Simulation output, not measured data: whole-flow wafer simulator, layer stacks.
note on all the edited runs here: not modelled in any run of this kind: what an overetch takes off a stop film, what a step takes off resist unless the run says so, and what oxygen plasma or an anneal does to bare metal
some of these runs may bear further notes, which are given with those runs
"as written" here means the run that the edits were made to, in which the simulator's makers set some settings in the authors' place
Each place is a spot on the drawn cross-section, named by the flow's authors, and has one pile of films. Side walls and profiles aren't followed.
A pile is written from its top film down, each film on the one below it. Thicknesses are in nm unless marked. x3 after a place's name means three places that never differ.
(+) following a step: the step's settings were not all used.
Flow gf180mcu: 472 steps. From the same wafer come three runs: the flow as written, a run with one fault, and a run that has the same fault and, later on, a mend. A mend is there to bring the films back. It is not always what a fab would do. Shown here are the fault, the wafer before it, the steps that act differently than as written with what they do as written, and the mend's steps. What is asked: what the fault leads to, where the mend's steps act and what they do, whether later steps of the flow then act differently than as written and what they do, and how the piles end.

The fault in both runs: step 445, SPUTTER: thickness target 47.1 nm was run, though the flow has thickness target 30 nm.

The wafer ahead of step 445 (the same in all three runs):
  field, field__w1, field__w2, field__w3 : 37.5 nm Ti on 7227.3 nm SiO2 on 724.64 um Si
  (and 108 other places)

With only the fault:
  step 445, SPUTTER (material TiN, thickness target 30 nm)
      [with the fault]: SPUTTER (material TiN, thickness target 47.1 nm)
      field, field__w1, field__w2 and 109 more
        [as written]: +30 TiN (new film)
        [with the fault]: +47.1 TiN (new film)
  Steps further on in the flow that do not act as written (4 more steps, not shown, differ only slightly: by at most 2% or 0.5 nm, whichever is larger):
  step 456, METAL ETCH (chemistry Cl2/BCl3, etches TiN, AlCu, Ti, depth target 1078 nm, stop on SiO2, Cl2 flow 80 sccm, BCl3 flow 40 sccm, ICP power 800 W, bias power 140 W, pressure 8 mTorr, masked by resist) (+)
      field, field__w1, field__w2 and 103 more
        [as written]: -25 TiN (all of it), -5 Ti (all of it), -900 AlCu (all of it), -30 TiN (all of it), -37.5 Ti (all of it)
        [with the fault]: -25 TiN (all of it), -5 Ti (all of it), -900 AlCu (all of it), -47.1 TiN (all of it), -37.5 Ti (all of it)
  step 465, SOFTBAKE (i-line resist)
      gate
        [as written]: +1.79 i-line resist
        [with the fault]: -0.22 i-line resist
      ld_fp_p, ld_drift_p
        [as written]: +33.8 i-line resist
        [with the fault]: +27.7 i-line resist
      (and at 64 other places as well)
  By the end, the piles at field__w8, contact, m1, m1__w1, pad, m1_nw depart from the flow's by more than 2% or 0.5 nm, whichever is larger.
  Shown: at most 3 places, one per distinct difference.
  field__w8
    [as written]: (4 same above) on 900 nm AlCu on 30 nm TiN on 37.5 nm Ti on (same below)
    [with the fault]: (4 same above) on 900 nm AlCu on 47.1 nm TiN on 37.5 nm Ti on (same below)
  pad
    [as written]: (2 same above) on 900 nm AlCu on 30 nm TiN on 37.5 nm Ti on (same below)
    [with the fault]: (2 same above) on 900 nm AlCu on 47.1 nm TiN on 37.5 nm Ti on (same below)

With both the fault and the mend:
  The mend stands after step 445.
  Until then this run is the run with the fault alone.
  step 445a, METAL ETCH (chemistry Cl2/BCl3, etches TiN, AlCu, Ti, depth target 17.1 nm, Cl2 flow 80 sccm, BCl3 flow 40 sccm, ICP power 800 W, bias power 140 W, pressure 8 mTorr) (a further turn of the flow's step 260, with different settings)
      field, field__w1, field__w2 and 109 more
        -17.1 TiN
  None of the later steps of the flow acts differently than as written at any place that is followed.
  By the end, the piles equal the flow's at every place that both follow.
